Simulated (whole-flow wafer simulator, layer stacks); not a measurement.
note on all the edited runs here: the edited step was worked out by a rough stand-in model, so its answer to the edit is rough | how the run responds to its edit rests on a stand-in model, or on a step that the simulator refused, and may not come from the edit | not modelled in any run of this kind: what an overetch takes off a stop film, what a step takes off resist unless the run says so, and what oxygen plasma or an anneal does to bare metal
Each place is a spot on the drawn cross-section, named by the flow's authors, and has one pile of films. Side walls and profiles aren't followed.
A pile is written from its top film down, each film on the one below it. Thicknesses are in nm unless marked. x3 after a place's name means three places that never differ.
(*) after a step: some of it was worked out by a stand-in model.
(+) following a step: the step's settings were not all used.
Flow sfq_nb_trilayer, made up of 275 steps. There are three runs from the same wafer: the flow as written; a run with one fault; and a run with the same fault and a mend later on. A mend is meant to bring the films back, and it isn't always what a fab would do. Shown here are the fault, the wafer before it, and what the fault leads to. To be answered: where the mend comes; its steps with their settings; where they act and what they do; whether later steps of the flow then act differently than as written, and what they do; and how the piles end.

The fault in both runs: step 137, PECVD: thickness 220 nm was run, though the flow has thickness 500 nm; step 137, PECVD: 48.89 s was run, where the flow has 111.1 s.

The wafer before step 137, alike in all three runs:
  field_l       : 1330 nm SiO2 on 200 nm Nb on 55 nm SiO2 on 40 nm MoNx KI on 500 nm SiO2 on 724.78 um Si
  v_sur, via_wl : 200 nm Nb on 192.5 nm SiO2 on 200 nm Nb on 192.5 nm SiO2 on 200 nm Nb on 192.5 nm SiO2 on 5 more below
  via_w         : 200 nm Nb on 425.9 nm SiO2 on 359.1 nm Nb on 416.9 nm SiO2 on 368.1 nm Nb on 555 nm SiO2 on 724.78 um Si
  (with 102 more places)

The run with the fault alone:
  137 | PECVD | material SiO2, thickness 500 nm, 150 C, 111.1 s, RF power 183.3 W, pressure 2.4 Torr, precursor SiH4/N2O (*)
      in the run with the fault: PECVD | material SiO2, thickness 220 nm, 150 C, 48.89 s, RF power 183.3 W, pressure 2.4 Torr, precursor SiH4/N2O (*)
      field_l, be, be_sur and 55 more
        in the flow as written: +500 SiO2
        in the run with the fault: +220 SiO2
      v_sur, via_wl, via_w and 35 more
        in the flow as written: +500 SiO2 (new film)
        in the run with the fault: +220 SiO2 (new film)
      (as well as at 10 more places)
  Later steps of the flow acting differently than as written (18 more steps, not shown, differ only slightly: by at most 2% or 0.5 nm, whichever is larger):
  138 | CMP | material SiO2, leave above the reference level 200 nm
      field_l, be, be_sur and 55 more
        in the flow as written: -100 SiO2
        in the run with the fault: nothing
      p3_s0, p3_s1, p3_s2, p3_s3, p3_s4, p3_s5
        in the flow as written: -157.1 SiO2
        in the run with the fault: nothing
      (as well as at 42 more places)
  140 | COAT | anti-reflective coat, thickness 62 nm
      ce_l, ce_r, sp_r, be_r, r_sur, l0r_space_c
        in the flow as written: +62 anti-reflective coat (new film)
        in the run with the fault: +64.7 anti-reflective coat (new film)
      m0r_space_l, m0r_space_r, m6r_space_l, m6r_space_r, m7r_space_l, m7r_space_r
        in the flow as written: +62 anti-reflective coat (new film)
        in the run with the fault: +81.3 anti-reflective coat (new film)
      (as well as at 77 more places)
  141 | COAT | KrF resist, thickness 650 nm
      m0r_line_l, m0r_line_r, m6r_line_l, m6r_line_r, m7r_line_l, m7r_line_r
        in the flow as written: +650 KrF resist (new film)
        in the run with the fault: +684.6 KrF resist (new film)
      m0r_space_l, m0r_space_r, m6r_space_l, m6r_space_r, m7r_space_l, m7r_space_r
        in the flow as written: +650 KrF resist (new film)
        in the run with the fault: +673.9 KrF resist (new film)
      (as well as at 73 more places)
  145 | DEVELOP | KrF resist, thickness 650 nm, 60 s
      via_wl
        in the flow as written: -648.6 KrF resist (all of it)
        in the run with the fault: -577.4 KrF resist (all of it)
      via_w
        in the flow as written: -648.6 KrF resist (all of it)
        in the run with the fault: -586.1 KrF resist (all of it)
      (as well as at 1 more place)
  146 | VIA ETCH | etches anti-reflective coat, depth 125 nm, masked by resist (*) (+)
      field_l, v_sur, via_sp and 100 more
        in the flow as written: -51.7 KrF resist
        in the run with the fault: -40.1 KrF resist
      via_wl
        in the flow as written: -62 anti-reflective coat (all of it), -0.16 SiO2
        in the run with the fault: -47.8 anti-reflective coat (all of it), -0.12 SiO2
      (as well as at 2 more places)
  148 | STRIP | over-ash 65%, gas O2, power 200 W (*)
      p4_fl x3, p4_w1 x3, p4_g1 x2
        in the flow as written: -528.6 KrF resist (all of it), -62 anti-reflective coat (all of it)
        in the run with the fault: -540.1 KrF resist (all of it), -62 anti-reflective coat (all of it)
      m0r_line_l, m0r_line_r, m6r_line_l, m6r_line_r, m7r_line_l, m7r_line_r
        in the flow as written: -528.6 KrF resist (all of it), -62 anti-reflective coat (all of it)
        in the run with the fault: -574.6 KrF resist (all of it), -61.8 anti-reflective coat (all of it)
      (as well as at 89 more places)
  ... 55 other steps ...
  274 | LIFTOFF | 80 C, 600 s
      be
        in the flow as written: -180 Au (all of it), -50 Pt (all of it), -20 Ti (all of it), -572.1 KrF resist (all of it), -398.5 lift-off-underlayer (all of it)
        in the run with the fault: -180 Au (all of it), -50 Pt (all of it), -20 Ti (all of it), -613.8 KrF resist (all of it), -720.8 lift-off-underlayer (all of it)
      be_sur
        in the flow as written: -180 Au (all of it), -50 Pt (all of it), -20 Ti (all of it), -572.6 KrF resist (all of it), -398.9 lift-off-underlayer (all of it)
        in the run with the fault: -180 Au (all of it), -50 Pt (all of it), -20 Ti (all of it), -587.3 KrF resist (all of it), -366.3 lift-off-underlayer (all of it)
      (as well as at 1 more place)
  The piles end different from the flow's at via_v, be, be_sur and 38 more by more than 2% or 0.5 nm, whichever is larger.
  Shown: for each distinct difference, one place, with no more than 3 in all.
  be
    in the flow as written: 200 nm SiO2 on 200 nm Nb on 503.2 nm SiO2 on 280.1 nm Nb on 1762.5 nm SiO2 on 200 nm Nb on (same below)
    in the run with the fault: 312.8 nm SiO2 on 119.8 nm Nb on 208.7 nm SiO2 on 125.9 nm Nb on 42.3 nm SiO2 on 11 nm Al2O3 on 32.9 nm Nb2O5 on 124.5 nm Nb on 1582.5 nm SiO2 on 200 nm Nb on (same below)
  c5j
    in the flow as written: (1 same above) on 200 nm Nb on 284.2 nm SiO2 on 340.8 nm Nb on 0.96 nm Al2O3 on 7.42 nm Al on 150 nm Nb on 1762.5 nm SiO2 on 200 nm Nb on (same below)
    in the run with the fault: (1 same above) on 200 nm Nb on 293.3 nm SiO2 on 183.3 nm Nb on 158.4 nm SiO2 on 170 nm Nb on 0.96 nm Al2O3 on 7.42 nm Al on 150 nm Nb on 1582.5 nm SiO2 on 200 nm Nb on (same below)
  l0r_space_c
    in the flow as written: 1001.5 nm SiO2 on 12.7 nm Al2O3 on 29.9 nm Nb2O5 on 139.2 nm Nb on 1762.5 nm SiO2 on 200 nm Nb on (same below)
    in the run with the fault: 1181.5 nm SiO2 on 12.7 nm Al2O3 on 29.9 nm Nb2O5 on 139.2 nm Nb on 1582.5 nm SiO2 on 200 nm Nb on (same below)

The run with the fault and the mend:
  After step 137 comes the mend.
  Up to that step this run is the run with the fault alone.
  137a | PECVD | material SiO2, thickness 280 nm, 150 C, 62.22 s, RF power 183.3 W, pressure 2.4 Torr, precursor SiH4/N2O (*) (the flow's step 137, run once more with other settings)
      field_l, v_sur, via_wl and 100 more
        +280 SiO2
      lsp_r, l0_sur, l0v
        +275.7 SiO2
  Later steps of the flow acting differently than as written (4 more steps, not shown, differ only slightly: by at most 2% or 0.5 nm, whichever is larger):
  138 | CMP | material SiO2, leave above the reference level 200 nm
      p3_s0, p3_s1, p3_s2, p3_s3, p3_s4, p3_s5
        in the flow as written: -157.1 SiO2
        in the run with the mend: -100 SiO2
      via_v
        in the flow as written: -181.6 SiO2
        in the run with the mend: -36.8 SiO2
  At every place that both follow, the piles at the end match the flow's.
